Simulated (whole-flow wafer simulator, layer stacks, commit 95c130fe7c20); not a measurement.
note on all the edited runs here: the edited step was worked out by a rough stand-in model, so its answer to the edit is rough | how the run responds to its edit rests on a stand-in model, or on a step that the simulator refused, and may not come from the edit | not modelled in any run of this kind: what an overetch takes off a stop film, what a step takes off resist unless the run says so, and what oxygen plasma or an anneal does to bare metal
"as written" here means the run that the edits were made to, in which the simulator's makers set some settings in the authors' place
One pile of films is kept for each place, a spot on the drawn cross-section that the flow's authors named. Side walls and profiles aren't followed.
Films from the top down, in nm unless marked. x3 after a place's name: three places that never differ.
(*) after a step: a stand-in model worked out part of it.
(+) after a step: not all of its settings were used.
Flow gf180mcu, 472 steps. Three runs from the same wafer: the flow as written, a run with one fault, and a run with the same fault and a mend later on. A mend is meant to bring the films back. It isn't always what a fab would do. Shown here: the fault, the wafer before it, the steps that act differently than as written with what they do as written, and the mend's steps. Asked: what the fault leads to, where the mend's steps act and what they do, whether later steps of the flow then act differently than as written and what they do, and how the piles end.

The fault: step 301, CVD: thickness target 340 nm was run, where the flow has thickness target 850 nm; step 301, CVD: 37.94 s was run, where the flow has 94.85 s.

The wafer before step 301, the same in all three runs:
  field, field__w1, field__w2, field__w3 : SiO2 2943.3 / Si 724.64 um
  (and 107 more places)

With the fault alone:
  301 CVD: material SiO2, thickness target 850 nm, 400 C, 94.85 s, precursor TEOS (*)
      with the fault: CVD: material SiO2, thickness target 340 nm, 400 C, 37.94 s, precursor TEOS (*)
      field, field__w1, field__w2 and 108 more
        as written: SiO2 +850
        with the fault: SiO2 +350.7
  Later steps of the flow that act differently than as written (1 more step differs only slightly, by at most 2% or 0.5 nm, whichever is larger, and isn't shown):
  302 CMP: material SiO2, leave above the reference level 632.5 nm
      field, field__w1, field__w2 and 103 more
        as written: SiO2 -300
        with the fault: nothing
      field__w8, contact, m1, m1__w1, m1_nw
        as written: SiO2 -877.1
        with the fault: SiO2 -377.7
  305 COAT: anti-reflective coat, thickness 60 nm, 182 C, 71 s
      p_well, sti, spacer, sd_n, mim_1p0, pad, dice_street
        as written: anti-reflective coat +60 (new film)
        with the fault: anti-reflective coat +61.4 (new film)
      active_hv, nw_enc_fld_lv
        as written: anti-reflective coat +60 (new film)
        with the fault: anti-reflective coat +42 (new film)
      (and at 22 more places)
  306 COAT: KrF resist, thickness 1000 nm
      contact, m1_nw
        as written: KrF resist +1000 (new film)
        with the fault: KrF resist +890.4 (new film)
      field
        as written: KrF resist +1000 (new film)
        with the fault: KrF resist +959.3 (new film)
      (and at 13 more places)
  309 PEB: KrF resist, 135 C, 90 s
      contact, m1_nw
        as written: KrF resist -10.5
        with the fault: KrF resist -8.82
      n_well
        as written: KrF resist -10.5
        with the fault: KrF resist -9.47
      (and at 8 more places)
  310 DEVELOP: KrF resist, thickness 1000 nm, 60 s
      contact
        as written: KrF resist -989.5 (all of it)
        with the fault: KrF resist -881.6 (all of it)
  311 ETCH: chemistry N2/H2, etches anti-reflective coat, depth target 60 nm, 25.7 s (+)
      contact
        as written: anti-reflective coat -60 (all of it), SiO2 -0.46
        with the fault: anti-reflective coat -18.2 (all of it), SiO2 -1.53
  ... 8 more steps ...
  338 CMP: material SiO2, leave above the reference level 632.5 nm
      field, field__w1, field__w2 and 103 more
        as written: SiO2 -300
        with the fault: SiO2 -287.7
  At the end the piles differ from the flow's by more than 2% or 0.5 nm, whichever is larger, at field, field__w1, field__w2 and 109 more.
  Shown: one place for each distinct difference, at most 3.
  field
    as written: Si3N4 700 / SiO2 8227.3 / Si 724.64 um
    with the fault: Si3N4 700 / SiO2 4750.1 / W 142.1 / TiN 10 / Ti 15 / SiO2 3293.9 / Si 724.64 um
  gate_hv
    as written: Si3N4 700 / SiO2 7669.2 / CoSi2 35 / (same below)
    with the fault: Si3N4 700 / SiO2 4750.1 / W 142.1 / TiN 10 / Ti 15 / SiO2 2735.8 / CoSi2 35 / (same below)
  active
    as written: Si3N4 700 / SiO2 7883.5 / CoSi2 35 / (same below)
    with the fault: Si3N4 700 / SiO2 4750.1 / W 142.1 / TiN 10 / Ti 15 / SiO2 2950.1 / CoSi2 35 / (same below)

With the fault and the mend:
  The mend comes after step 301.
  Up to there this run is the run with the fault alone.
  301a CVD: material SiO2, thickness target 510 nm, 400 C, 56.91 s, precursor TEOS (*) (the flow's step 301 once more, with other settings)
      field, field__w1, field__w2 and 108 more
        SiO2 +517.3
  Later steps of the flow that act differently than as written:
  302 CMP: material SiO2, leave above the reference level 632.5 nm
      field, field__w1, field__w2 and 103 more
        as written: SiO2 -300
        with the mend: SiO2 -318
  At the end the piles are the same as the flow's at every place that both follow.
